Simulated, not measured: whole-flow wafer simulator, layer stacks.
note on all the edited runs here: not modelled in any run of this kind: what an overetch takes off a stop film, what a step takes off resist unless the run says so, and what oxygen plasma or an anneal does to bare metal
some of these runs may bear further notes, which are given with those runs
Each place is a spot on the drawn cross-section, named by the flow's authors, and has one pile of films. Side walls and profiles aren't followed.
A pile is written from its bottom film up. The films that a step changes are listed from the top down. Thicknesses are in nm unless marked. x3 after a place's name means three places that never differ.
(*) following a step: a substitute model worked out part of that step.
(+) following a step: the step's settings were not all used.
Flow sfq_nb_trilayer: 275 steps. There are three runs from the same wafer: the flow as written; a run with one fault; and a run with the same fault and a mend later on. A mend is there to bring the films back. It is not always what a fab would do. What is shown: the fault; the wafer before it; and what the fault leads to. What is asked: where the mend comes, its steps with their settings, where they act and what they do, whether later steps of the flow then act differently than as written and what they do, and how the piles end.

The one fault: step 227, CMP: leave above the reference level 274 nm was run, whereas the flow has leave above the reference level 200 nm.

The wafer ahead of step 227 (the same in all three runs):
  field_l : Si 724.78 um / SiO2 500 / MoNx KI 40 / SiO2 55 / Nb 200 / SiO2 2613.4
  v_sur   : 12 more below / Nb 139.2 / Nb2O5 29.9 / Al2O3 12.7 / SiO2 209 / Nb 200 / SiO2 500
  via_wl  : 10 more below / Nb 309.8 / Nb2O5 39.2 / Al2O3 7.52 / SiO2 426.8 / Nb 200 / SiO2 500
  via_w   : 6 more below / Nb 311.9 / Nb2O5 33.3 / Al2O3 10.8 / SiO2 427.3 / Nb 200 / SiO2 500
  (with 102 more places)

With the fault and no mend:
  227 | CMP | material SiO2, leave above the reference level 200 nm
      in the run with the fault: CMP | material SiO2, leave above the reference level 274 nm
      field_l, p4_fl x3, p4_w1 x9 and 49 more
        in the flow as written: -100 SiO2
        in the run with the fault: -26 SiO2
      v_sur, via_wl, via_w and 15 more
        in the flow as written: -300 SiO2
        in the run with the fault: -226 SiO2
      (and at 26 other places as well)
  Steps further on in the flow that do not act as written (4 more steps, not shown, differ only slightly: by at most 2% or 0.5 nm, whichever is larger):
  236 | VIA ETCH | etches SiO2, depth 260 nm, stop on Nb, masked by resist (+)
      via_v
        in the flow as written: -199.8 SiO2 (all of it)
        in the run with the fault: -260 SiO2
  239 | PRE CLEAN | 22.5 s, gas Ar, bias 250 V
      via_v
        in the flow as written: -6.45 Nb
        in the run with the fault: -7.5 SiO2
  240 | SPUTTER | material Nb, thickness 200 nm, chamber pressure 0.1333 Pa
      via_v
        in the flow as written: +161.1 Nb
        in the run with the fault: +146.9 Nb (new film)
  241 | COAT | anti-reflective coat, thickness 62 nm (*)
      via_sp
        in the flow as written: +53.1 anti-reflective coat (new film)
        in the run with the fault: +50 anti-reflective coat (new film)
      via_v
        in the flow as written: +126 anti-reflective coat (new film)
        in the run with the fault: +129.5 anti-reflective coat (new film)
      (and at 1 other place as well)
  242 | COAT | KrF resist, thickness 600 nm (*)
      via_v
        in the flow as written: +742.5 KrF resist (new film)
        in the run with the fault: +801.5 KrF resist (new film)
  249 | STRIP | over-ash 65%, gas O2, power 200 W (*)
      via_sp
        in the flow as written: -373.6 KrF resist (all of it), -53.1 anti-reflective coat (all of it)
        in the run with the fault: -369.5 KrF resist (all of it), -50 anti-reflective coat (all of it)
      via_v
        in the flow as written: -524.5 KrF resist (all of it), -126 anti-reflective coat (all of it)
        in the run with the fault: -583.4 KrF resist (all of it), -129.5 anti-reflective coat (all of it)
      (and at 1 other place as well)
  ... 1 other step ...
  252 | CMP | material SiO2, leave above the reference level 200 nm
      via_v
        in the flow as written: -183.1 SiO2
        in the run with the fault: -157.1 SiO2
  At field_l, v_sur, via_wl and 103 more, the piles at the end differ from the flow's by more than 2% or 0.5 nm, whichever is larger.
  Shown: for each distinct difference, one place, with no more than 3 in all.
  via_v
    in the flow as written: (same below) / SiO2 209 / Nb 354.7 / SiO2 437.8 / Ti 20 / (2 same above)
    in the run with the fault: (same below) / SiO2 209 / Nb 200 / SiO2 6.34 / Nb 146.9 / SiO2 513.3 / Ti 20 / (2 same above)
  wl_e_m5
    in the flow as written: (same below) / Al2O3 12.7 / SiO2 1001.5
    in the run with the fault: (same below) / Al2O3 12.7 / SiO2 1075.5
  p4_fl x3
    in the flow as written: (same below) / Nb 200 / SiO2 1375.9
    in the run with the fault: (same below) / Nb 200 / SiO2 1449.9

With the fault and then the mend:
  After step 228 comes the mend.
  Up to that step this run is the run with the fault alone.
  228a | CMP | material SiO2, leave above the reference level 200 nm (a further turn of the flow's step 227)
      field_l, v_sur, via_wl and 103 more
        -74 SiO2
  Later steps of the flow that are run all act as written at every place that is followed.
  The piles end the same as the flow's at every place that both follow.
